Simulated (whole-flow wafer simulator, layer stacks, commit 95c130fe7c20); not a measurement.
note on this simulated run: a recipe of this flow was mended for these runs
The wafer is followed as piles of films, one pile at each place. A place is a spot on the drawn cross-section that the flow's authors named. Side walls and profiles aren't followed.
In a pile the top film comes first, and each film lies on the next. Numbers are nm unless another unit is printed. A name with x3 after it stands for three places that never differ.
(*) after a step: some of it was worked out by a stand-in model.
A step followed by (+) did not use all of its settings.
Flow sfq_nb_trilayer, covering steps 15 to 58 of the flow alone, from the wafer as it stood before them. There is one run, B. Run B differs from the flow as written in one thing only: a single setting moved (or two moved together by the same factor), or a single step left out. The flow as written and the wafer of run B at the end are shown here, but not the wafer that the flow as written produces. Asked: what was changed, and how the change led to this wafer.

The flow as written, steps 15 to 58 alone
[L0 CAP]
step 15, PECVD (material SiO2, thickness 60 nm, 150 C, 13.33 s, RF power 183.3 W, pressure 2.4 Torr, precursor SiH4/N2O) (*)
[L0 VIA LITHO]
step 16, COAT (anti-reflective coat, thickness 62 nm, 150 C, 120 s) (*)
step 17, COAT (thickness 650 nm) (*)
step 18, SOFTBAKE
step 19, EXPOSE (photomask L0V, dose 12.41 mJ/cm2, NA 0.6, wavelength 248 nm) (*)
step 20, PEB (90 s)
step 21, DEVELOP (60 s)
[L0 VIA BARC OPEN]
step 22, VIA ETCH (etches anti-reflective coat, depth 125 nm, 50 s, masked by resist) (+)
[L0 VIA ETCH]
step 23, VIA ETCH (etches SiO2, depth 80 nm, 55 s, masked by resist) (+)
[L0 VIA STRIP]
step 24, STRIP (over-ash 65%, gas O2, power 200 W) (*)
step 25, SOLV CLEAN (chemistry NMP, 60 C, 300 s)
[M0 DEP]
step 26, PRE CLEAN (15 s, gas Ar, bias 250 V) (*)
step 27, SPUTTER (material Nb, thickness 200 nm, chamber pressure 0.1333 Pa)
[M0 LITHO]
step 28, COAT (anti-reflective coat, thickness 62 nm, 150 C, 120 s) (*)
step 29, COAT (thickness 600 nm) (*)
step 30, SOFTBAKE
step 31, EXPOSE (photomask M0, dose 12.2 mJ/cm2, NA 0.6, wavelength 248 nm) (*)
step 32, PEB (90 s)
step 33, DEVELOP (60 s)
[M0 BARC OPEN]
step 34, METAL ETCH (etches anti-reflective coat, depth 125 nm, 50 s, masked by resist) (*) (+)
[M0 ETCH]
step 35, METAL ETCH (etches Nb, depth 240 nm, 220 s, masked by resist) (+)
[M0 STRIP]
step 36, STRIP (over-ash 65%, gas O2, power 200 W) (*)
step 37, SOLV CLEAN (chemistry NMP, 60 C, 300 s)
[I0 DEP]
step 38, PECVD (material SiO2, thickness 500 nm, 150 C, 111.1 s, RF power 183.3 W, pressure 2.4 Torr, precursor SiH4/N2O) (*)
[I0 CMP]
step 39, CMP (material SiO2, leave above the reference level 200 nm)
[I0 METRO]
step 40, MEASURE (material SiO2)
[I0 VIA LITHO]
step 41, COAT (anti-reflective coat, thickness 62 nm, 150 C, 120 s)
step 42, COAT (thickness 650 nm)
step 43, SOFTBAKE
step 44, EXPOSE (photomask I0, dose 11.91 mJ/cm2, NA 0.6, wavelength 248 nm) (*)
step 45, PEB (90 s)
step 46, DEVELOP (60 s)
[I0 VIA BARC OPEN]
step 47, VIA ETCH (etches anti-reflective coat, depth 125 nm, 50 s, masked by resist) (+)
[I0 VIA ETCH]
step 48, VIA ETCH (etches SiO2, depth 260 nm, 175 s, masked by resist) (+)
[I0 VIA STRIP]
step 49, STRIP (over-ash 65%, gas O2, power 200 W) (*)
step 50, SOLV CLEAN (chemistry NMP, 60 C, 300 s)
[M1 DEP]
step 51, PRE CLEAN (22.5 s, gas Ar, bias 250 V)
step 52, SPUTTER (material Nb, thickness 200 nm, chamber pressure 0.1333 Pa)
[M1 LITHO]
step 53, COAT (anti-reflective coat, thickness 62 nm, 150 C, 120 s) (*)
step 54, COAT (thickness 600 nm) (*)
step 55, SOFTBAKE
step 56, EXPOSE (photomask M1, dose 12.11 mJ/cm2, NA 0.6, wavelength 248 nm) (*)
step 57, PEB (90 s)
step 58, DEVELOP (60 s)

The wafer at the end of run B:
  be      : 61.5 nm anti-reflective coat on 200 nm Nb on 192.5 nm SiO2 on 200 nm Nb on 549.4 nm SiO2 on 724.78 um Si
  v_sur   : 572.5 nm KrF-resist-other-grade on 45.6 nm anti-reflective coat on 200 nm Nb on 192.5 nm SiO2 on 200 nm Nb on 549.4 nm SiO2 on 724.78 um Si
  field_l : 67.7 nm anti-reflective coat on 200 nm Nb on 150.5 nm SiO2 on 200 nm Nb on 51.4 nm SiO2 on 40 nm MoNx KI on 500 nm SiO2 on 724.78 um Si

Cause: step 15, PECVD: RF power 163.7 W was run, though the flow has RF power 183.3 W.

Step by step, how the change led to this:
  step 15, PECVD (material SiO2, thickness 60 nm, 150 C, 13.33 s, RF power 183.3 W, pressure 2.4 Torr, precursor SiH4/N2O) (*)
      v_sur, via_wl, via_w and 97 more: SiO2 gains 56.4 (in the flow as written it would be: SiO2 gains 60)
      field_l, l0_sur, l0v, l0r_line_l, l0r_line_c, l0r_line_r: SiO2 gains 56.4 (new film) (in the flow as written it would be: SiO2 gains 60 (new film))
  step 23, VIA ETCH (etches SiO2, depth 80 nm, 55 s, masked by resist) (+)
      l0v: SiO2 loses 56 (all of it), MoNx KI loses 2.4 (in the flow as written it would be: SiO2 loses 59.7 (all of it), MoNx KI loses 2.03)
  step 28, COAT (anti-reflective coat, thickness 62 nm, 150 C, 120 s) (*)
      l0_sur: anti-reflective coat gains 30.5 (new film) (in the flow as written it would be: anti-reflective coat gains 29.3 (new film))
  step 36, STRIP (over-ash 65%, gas O2, power 200 W) (*)
      l0_sur: KrF-resist-other-grade loses 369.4 (all of it), anti-reflective coat loses 30.5 (all of it) (in the flow as written it would be: KrF-resist-other-grade loses 370 (all of it), anti-reflective coat loses 29.3 (all of it))
